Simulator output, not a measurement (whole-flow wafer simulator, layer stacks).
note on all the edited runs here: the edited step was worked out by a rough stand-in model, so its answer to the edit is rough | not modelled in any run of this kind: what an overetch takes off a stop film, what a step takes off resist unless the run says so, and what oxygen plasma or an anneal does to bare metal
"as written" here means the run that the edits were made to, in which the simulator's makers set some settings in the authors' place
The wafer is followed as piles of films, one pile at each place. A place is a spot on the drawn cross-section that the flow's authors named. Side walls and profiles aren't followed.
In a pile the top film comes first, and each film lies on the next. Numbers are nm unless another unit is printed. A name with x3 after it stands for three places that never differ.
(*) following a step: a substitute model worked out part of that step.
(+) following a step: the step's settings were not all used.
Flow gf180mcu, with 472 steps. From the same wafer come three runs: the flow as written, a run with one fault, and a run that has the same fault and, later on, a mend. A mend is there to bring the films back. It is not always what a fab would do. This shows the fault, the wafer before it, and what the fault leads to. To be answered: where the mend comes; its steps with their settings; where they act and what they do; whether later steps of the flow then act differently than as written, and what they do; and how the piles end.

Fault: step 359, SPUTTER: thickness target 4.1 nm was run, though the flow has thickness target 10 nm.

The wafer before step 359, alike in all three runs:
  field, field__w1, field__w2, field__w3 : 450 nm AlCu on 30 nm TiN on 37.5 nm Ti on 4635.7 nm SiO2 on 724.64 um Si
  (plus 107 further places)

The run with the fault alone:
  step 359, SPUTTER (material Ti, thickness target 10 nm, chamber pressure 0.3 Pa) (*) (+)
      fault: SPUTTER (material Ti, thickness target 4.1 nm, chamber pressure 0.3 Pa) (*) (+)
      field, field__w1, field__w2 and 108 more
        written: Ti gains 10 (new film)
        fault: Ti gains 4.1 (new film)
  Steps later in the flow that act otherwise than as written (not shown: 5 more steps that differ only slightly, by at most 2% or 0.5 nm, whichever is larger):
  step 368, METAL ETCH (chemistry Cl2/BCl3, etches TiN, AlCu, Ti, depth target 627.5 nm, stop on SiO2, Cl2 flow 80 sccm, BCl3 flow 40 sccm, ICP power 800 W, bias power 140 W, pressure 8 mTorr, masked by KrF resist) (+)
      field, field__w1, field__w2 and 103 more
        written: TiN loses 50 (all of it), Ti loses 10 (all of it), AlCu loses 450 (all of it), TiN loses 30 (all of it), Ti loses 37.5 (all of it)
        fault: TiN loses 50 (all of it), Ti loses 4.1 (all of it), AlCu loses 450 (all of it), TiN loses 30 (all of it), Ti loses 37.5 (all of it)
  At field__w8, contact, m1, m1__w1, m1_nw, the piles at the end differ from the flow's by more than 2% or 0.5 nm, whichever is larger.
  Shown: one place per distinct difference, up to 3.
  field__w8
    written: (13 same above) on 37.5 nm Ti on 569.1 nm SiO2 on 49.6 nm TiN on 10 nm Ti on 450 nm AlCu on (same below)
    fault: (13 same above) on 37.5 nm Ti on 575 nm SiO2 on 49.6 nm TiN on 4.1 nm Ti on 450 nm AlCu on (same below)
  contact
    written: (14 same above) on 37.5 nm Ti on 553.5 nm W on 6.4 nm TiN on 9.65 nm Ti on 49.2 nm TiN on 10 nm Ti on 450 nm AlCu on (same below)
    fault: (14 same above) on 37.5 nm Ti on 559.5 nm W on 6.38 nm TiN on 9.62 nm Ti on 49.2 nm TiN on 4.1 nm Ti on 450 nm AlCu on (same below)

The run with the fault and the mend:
  The mend follows step 359.
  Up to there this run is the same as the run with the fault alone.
  step 359a, SPUTTER (material Ti, thickness target 5.9 nm, chamber pressure 0.3 Pa) (*) (+) (the flow's step 359, run once more with other settings)
      field, field__w1, field__w2 and 108 more
        Ti gains 5.9
  Every later step of the flow that is run acts as written at every place that is followed.
  The piles end the same as the flow's at every place that both follow.
